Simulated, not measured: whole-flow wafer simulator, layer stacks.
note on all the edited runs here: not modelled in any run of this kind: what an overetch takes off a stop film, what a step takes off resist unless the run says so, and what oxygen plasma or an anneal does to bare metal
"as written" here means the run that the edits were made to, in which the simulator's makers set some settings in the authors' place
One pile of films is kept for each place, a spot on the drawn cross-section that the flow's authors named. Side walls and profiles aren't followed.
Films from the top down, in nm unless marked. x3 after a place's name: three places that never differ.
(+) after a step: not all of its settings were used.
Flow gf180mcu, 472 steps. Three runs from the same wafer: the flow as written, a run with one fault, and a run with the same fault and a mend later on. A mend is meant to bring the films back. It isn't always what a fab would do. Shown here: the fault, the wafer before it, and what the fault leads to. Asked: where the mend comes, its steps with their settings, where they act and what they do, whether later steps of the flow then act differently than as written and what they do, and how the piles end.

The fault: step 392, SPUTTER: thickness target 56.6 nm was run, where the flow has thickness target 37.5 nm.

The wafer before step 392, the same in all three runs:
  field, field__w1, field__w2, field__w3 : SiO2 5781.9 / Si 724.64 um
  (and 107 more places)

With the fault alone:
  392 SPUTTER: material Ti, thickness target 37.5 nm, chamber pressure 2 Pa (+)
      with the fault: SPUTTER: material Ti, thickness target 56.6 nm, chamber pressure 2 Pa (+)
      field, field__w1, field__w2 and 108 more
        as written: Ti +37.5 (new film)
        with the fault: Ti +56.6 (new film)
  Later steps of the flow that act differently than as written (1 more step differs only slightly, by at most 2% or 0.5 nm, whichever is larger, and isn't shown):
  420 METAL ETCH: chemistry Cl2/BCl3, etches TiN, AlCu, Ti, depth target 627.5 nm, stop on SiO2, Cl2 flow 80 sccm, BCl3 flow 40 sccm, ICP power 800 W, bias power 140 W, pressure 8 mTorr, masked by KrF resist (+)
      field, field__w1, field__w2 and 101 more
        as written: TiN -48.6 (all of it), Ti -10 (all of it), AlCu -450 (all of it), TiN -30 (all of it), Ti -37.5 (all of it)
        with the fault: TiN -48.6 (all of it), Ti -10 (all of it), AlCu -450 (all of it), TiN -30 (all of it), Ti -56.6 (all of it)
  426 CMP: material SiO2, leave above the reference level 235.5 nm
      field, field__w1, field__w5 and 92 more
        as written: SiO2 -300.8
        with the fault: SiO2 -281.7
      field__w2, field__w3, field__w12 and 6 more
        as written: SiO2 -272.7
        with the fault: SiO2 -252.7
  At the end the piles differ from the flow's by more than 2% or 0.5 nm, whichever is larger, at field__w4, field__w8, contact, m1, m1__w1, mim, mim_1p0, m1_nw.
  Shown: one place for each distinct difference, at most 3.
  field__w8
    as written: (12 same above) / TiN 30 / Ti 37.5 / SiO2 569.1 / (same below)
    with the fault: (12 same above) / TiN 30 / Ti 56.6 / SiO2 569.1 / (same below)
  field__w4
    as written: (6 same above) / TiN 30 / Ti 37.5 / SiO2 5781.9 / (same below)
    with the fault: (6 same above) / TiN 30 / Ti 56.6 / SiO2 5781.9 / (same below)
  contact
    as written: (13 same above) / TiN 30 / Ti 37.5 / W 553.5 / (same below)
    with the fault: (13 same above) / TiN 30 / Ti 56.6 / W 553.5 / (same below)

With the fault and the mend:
  The mend comes after step 392.
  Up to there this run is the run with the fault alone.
  392a METAL ETCH: chemistry Cl2/BCl3, etches TiN, AlCu, Ti, depth target 19.1 nm, Cl2 flow 80 sccm, BCl3 flow 40 sccm, ICP power 800 W, bias power 140 W, pressure 8 mTorr (the flow's step 260 once more, with other settings)
      field, field__w1, field__w2 and 108 more
        Ti -19.1
  No later step of the flow acts differently than as written at any place that is followed.
  At the end the piles are the same as the flow's at every place that both follow.
